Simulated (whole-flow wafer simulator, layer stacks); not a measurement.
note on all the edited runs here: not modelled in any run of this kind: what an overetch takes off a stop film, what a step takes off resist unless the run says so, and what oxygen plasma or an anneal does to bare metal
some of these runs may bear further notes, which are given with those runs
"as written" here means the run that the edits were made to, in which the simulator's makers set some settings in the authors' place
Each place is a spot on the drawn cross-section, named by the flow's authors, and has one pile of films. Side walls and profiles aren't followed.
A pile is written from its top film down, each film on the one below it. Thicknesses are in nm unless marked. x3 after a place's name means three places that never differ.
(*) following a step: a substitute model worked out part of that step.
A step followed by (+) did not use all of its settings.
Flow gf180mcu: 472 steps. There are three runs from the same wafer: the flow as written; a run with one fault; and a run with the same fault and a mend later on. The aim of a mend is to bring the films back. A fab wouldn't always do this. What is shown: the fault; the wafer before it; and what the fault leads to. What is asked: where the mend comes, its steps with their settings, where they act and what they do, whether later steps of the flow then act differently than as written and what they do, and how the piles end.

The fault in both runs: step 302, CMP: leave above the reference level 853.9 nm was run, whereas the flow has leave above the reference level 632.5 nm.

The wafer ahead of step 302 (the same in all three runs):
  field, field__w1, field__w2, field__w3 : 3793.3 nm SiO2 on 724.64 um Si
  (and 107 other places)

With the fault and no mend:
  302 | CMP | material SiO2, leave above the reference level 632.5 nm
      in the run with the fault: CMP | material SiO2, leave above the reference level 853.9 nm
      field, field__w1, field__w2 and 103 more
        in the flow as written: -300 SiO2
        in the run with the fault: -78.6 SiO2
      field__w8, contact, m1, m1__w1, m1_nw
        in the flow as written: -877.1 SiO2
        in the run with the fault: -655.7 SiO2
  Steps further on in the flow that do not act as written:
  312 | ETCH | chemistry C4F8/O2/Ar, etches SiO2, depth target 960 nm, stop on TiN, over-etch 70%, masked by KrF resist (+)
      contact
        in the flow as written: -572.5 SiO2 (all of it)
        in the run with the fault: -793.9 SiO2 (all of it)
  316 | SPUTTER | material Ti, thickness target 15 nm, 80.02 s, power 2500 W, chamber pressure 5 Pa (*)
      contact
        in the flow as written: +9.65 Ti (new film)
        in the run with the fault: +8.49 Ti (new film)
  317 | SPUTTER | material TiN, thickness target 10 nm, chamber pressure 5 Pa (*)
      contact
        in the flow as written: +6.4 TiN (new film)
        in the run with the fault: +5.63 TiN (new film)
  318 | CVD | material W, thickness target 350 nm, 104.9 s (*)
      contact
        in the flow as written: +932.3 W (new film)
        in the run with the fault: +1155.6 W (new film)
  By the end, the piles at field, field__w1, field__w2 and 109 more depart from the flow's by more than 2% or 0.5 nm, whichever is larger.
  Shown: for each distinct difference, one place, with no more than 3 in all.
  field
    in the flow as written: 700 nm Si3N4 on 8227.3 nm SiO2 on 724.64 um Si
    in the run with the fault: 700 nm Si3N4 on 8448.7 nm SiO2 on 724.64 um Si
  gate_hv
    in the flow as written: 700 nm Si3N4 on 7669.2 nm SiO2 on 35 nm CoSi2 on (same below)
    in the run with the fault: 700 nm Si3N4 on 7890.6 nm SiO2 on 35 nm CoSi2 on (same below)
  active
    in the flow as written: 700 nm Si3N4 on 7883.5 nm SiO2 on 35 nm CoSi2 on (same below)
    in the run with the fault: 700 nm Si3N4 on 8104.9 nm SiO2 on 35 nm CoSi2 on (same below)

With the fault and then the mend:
  The mend stands after step 310.
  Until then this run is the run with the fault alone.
  310a | STRIP | chemistry O2/N2, power 2160 W, pressure 1700 mTorr (*)
      field, field__w1, field__w2 and 107 more
        -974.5 KrF resist (all of it), -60 anti-reflective coat (all of it)
      contact
        -60 anti-reflective coat (all of it)
  310b | CMP | material SiO2, leave above the reference level 632.5 nm (the flow's step 302 again)
      field, field__w1, field__w2 and 108 more
        -221.4 SiO2
  310c | HMDS | 120 C, 60 s (the flow's step 304 again)
      does not change any film at any place that is followed
  310d | COAT | anti-reflective coat, thickness 60 nm, 182 C, 71 s (the flow's step 305 again)
      field, field__w1, field__w2 and 108 more
        +60 anti-reflective coat (new film)
  310e | COAT | KrF resist, thickness 1000 nm (the flow's step 306 again)
      field, field__w1, field__w2 and 108 more
        +1000 KrF resist (new film)
  310f | SOFTBAKE | KrF resist (the flow's step 307 again)
      does not change any film at any place that is followed
  310g | EXPOSE | photomask Via2 (the flow's step 308 again)
      does not change any film at any place that is followed
  310h | PEB | KrF resist, 135 C, 90 s (the flow's step 309 again)
      field, field__w1, field__w2 and 108 more
        -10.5 KrF resist
  310i | DEVELOP | KrF resist, thickness 1000 nm, 60 s (the flow's step 310 again)
      field, field__w1, field__w2 and 107 more
        -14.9 KrF resist
      contact
        -989.5 KrF resist (all of it)
  Every later step of the flow that is run acts as written at every place that is followed.
  By the end, the piles equal the flow's at every place that both follow.
